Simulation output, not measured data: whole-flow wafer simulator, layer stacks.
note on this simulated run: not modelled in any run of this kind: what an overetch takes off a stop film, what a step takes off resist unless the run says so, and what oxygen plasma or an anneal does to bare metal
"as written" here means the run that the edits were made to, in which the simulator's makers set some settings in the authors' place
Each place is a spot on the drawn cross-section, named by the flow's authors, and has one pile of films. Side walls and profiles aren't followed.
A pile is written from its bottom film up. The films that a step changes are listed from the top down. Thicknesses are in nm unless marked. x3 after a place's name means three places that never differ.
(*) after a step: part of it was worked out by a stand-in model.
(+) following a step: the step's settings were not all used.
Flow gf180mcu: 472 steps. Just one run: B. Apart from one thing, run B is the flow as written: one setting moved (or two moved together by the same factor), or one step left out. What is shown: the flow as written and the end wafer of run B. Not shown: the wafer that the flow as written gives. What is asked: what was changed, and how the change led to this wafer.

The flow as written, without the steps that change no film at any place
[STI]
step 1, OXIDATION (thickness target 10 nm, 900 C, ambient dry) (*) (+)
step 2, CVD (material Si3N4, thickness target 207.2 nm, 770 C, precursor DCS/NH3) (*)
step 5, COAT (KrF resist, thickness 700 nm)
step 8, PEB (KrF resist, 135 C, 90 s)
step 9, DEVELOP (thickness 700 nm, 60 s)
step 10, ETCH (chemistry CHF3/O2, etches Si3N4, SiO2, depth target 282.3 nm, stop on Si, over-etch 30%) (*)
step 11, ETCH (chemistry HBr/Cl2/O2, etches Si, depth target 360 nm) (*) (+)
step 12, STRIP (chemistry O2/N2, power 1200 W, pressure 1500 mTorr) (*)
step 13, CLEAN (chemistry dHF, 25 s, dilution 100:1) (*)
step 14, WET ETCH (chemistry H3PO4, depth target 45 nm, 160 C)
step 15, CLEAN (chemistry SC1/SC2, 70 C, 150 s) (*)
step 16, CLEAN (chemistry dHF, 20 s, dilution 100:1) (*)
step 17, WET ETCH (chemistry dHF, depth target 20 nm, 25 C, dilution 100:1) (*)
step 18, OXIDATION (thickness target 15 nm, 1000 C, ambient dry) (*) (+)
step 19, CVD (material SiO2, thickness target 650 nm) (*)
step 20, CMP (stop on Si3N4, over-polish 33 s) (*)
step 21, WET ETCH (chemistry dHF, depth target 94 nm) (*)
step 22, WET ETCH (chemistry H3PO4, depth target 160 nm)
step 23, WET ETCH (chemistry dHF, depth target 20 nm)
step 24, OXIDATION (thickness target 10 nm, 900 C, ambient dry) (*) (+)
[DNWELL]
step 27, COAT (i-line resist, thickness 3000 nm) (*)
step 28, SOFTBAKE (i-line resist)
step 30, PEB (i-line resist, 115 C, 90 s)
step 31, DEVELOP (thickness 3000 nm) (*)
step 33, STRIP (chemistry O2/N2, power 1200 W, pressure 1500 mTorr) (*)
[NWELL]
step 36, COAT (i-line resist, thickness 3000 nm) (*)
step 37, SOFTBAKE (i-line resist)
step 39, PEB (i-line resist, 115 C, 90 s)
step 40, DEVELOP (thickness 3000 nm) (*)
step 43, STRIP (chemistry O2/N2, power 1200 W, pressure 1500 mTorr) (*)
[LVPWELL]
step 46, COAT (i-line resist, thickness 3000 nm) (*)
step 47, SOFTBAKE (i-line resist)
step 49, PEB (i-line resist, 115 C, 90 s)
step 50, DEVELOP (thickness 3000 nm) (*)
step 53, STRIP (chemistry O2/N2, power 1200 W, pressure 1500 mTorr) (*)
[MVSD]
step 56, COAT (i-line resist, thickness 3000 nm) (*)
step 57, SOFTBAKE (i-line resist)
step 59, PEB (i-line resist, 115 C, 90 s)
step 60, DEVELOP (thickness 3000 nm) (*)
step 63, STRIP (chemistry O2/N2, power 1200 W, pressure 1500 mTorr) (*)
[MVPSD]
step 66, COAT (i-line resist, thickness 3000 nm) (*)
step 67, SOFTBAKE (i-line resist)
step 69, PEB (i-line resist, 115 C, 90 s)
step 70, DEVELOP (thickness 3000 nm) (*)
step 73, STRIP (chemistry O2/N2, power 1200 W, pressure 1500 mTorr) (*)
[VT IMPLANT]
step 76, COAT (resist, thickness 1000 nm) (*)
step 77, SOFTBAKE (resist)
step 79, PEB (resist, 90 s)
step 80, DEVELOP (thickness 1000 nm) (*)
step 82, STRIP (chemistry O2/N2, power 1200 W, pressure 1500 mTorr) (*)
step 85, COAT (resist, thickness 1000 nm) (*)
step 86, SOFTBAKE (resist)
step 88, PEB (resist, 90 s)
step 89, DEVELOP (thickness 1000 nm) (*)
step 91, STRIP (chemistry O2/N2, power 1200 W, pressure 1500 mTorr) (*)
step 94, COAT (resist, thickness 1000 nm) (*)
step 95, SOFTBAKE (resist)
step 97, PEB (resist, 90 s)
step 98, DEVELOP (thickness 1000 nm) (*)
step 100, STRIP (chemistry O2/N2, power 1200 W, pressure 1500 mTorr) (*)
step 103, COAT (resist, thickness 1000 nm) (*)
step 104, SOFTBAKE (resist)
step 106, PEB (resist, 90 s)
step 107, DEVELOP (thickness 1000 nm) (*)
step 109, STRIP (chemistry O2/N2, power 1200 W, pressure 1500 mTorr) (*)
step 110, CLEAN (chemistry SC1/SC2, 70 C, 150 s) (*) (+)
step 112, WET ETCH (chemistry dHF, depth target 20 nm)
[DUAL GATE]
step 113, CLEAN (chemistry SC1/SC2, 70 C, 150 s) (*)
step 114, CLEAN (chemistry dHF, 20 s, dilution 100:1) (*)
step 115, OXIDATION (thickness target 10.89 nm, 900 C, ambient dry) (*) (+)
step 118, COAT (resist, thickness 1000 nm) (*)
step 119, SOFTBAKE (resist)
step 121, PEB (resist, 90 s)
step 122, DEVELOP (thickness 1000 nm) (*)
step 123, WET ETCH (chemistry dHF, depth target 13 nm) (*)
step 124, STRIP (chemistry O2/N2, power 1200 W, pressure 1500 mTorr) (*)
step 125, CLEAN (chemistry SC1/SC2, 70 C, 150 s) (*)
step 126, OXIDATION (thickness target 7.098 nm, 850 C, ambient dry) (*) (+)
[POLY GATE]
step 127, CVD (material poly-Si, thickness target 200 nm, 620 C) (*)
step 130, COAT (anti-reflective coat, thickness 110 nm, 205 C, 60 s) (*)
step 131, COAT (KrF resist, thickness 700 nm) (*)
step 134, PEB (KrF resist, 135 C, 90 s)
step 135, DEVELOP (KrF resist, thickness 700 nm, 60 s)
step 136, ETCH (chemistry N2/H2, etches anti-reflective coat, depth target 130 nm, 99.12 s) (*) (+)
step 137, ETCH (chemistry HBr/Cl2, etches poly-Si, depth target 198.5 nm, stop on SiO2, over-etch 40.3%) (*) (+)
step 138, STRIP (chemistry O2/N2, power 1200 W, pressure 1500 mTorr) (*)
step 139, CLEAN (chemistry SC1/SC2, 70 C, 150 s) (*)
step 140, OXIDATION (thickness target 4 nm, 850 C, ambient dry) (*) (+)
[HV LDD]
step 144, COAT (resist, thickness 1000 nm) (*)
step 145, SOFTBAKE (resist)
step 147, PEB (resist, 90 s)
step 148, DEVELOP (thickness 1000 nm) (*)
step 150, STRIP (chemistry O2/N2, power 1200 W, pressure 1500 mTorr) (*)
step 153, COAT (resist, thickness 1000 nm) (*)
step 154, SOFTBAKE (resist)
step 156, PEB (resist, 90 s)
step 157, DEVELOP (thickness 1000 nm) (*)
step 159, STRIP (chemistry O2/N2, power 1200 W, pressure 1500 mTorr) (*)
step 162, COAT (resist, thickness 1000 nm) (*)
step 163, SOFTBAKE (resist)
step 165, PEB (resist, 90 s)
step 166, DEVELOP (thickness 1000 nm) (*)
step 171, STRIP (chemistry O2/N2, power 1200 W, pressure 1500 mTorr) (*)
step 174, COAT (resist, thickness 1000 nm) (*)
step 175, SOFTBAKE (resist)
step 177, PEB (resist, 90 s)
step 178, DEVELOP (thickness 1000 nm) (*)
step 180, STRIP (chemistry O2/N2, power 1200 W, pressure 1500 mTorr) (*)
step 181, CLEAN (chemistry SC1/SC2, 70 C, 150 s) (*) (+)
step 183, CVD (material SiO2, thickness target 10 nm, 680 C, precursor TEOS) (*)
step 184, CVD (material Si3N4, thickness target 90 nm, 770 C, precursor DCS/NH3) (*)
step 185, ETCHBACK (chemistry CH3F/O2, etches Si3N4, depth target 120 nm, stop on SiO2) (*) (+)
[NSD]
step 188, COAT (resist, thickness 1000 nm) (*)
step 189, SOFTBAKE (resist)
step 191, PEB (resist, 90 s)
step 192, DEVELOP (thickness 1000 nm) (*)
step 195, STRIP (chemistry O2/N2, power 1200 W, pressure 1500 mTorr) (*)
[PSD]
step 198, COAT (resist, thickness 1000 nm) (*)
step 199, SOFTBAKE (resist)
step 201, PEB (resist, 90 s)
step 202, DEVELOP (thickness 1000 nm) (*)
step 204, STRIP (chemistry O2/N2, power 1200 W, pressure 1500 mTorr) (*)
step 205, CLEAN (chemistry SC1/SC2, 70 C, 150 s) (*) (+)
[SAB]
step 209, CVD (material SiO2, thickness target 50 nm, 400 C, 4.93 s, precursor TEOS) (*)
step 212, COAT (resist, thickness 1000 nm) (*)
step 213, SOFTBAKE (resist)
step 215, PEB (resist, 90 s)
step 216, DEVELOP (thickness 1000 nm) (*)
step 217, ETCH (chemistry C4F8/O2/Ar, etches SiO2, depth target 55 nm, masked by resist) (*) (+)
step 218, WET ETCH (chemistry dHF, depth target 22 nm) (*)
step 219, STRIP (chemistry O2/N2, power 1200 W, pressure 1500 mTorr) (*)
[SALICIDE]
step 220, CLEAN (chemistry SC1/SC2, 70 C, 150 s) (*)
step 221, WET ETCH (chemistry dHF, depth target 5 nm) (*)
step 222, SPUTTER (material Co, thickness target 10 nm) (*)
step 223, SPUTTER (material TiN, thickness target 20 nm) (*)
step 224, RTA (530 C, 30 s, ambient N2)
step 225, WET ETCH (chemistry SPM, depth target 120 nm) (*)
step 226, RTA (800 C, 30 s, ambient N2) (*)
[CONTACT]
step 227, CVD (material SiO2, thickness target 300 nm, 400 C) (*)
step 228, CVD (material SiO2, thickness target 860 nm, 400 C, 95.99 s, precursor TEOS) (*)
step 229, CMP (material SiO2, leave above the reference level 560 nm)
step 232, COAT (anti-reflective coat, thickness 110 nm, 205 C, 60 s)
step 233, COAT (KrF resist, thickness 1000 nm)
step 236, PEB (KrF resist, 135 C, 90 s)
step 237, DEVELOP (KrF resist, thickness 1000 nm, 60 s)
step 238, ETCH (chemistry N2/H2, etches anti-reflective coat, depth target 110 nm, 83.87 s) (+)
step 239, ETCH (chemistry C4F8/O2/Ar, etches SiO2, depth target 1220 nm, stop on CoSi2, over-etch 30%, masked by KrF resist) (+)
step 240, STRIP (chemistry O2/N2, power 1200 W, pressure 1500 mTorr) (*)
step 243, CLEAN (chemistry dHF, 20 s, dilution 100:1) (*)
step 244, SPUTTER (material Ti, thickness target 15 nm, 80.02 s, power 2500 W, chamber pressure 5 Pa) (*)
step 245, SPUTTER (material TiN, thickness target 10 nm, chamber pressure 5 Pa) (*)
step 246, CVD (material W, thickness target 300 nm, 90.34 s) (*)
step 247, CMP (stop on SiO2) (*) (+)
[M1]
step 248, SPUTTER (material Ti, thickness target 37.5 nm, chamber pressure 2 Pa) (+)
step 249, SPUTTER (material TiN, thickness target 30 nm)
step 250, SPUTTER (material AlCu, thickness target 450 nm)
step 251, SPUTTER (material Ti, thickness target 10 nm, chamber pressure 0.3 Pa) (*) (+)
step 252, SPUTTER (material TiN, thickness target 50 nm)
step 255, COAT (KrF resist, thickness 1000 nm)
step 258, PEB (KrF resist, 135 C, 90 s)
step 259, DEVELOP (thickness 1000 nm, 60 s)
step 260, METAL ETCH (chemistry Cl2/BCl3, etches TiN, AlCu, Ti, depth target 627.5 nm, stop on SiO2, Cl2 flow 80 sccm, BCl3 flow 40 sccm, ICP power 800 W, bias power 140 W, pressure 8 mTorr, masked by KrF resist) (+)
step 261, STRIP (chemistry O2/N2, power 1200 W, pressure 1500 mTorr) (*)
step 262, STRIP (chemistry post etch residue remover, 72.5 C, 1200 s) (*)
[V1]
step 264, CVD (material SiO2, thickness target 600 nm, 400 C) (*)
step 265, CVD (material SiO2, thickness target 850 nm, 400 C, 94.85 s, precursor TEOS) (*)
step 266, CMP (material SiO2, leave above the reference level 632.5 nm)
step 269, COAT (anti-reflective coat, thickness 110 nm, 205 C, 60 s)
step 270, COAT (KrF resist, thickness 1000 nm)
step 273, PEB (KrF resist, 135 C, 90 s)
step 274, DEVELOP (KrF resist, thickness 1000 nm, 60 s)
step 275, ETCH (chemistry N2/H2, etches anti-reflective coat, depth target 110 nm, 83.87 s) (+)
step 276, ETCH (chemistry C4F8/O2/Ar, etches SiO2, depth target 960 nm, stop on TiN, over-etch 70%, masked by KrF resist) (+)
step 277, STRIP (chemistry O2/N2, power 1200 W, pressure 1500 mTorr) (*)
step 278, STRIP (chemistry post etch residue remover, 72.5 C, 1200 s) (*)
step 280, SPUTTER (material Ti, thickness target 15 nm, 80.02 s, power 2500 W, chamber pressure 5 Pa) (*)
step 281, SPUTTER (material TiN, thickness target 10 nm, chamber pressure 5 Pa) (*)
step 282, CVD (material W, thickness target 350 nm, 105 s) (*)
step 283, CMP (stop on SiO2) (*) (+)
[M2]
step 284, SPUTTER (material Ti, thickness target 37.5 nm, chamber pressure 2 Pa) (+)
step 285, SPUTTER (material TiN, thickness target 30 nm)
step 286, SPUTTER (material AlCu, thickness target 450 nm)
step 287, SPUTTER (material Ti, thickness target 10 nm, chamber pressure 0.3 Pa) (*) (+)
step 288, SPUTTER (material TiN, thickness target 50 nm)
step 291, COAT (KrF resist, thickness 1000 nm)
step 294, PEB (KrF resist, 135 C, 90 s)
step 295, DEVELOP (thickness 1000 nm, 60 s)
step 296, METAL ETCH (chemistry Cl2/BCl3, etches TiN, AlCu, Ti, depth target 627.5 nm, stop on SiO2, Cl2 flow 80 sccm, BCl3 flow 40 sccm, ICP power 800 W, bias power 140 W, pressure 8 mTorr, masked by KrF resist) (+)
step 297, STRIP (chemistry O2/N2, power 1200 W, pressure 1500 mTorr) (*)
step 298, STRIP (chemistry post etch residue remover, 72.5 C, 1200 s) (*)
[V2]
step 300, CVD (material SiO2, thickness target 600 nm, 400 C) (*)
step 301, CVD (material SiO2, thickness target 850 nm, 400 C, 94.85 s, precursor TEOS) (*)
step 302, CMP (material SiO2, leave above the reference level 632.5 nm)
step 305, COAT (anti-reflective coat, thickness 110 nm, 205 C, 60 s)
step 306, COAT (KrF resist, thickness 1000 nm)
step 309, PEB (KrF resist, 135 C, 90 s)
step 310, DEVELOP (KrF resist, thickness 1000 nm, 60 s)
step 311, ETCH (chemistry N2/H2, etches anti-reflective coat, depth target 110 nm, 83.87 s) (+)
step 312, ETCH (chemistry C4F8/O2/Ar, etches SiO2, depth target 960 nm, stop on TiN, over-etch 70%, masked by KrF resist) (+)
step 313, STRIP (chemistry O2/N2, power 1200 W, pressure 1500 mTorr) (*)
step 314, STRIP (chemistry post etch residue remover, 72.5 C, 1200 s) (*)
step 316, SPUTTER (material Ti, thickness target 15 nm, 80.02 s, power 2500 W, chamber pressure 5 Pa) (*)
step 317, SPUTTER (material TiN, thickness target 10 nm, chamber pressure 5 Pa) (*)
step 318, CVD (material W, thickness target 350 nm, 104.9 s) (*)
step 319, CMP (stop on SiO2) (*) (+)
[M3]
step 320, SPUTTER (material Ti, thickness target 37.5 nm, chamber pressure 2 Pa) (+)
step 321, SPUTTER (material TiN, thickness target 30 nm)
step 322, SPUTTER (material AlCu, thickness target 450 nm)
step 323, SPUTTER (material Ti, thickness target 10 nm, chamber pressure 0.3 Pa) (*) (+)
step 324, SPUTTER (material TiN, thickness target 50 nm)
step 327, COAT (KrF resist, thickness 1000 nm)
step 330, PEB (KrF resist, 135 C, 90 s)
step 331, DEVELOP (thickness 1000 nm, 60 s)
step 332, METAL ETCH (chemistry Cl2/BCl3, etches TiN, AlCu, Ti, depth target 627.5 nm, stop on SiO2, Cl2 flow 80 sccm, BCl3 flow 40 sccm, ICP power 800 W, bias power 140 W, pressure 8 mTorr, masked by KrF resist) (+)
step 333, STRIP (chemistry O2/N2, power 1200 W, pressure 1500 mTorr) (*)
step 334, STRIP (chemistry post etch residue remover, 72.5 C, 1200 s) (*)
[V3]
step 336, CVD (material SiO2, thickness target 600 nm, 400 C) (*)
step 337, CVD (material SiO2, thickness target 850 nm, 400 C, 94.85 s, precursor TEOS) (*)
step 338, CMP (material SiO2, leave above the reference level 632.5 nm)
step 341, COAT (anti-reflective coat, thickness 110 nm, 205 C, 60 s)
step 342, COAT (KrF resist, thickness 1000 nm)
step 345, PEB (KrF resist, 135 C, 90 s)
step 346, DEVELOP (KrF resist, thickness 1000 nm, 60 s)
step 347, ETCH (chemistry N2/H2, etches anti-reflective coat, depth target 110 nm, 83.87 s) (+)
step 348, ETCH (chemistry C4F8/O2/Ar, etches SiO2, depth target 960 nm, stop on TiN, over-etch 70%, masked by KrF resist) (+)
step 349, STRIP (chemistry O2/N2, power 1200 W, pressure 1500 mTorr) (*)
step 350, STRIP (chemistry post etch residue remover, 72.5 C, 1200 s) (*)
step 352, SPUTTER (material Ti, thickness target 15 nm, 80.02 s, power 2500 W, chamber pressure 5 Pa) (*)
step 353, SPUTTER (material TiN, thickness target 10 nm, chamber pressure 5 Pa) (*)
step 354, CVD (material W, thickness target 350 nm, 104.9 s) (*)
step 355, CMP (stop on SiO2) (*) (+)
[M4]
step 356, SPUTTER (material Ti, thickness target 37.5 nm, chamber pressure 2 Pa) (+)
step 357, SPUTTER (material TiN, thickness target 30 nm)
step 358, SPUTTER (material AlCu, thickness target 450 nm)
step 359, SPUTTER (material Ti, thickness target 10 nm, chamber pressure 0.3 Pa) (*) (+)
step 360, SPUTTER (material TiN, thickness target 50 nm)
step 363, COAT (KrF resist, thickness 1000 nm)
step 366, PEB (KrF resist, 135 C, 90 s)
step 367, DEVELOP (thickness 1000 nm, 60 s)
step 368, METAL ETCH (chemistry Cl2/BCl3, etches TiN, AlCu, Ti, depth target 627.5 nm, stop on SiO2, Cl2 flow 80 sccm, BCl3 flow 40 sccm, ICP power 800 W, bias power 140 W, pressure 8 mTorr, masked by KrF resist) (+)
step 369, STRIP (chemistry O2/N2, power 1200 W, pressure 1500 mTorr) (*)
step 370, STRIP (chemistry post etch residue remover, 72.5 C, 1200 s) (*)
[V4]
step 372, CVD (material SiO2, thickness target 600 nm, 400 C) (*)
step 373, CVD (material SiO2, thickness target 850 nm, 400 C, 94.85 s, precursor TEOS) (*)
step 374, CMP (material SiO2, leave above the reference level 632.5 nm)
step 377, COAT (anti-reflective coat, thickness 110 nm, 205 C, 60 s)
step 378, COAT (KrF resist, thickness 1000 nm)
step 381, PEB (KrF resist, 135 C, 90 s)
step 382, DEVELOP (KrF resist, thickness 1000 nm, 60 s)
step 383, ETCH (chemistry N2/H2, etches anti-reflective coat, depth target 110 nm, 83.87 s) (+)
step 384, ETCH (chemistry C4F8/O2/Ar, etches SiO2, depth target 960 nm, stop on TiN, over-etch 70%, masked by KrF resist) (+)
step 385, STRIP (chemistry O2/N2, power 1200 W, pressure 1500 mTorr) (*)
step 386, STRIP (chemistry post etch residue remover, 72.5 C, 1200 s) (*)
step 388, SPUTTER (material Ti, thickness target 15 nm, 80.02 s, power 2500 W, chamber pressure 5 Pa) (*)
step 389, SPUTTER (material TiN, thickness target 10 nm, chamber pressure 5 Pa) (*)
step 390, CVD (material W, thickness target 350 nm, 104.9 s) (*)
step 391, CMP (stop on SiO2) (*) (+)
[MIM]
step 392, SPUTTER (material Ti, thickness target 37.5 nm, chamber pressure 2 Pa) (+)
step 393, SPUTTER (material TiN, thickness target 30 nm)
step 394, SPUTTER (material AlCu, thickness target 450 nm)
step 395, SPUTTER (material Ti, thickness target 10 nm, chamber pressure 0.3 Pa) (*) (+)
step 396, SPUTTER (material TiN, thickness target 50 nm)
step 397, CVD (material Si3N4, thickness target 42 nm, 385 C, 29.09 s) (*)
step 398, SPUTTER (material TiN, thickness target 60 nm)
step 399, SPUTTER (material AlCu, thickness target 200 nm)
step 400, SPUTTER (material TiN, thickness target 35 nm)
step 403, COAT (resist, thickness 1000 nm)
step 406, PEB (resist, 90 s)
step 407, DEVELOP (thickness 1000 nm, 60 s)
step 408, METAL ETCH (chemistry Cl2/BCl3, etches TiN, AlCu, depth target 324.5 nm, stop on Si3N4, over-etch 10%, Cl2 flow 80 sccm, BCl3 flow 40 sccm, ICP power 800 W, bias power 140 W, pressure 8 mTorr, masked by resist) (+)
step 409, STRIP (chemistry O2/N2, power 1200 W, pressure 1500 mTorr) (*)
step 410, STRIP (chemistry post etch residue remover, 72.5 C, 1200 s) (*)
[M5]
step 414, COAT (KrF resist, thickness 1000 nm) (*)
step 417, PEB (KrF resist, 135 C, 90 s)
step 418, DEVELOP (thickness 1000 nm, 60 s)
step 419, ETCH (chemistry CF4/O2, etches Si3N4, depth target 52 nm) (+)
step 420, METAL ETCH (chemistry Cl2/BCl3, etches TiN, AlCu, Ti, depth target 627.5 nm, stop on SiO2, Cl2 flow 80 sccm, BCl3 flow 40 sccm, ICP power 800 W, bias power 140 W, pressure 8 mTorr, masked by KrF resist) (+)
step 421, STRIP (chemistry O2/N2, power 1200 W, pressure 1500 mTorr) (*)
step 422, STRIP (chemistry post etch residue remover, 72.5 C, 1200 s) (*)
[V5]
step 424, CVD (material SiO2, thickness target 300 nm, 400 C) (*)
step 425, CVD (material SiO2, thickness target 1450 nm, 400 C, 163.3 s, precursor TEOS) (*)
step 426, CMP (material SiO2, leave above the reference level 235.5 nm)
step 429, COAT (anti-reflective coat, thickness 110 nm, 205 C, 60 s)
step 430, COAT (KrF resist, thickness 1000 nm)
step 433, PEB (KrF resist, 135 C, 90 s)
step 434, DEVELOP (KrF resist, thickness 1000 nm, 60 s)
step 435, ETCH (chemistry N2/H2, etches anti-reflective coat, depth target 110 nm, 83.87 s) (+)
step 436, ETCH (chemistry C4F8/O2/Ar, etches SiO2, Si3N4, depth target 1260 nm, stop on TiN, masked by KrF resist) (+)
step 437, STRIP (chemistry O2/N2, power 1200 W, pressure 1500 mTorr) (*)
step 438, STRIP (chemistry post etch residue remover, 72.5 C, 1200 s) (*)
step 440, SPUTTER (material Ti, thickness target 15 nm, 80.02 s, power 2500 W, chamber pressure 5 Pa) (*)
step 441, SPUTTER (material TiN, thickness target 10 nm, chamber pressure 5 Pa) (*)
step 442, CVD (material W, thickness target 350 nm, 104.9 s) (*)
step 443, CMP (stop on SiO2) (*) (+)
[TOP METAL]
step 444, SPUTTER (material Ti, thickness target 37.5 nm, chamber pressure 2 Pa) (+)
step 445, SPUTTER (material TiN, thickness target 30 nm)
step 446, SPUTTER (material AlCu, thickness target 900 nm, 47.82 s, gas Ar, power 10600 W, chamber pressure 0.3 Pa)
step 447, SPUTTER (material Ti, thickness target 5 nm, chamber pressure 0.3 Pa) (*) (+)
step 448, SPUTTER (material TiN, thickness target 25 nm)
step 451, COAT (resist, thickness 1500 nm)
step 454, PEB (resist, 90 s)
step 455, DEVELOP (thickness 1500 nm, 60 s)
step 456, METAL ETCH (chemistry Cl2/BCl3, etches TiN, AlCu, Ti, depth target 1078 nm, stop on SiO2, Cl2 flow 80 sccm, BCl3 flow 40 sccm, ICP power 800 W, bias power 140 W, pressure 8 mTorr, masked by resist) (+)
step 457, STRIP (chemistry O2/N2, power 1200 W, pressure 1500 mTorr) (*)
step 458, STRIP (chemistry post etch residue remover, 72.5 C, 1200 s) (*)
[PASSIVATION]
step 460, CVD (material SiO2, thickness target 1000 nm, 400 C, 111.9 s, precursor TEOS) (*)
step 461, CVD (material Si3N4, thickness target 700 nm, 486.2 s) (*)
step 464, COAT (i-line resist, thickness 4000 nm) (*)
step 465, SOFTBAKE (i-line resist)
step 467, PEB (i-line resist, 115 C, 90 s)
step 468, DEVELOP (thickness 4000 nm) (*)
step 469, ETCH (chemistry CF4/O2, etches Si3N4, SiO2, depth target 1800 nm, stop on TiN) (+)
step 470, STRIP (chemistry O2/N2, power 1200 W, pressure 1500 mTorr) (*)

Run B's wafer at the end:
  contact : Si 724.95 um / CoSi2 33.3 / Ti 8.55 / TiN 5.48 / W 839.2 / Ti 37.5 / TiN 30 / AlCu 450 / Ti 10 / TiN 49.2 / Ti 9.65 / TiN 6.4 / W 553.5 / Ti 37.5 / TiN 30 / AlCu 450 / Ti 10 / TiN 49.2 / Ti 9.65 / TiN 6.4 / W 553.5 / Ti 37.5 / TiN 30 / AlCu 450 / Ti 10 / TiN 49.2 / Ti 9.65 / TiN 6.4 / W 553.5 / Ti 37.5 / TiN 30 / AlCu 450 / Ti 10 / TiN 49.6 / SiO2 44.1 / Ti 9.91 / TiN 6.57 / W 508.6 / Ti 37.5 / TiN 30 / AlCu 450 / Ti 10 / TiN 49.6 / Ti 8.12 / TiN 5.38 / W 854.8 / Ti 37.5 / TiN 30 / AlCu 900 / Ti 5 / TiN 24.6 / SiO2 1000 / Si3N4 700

What caused this: step 384, ETCH: depth target 528 nm was run, while the flow as written has depth target 960 nm.

Step by step, how the change led to this:
  step 384, ETCH (chemistry C4F8/O2/Ar, etches SiO2, depth target 960 nm, stop on TiN, over-etch 70%, masked by KrF resist) (+)
      contact: SiO2 loses 528 (it would be, as written: SiO2 loses 572.1 (all of it))
      field, field__w1, field__w2 and 107 more: KrF resist loses 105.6 (it would be, as written: KrF resist loses 192)
  step 385, STRIP (chemistry O2/N2, power 1200 W, pressure 1500 mTorr) (*)
      field, field__w1, field__w2 and 107 more: KrF resist loses 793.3 (all of it), anti-reflective coat loses 110 (all of it) (it would be, as written: KrF resist loses 706.9 (all of it), anti-reflective coat loses 110 (all of it))
  step 390, CVD (material W, thickness target 350 nm, 104.9 s) (*)
      contact: W gains 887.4 (new film) (it would be, as written: W gains 932.3 (new film))
If metal films that touch count as one body, contact has 2 bodies (between them, from the top down: SiO2 44.1); the flow as written gives 1 body.
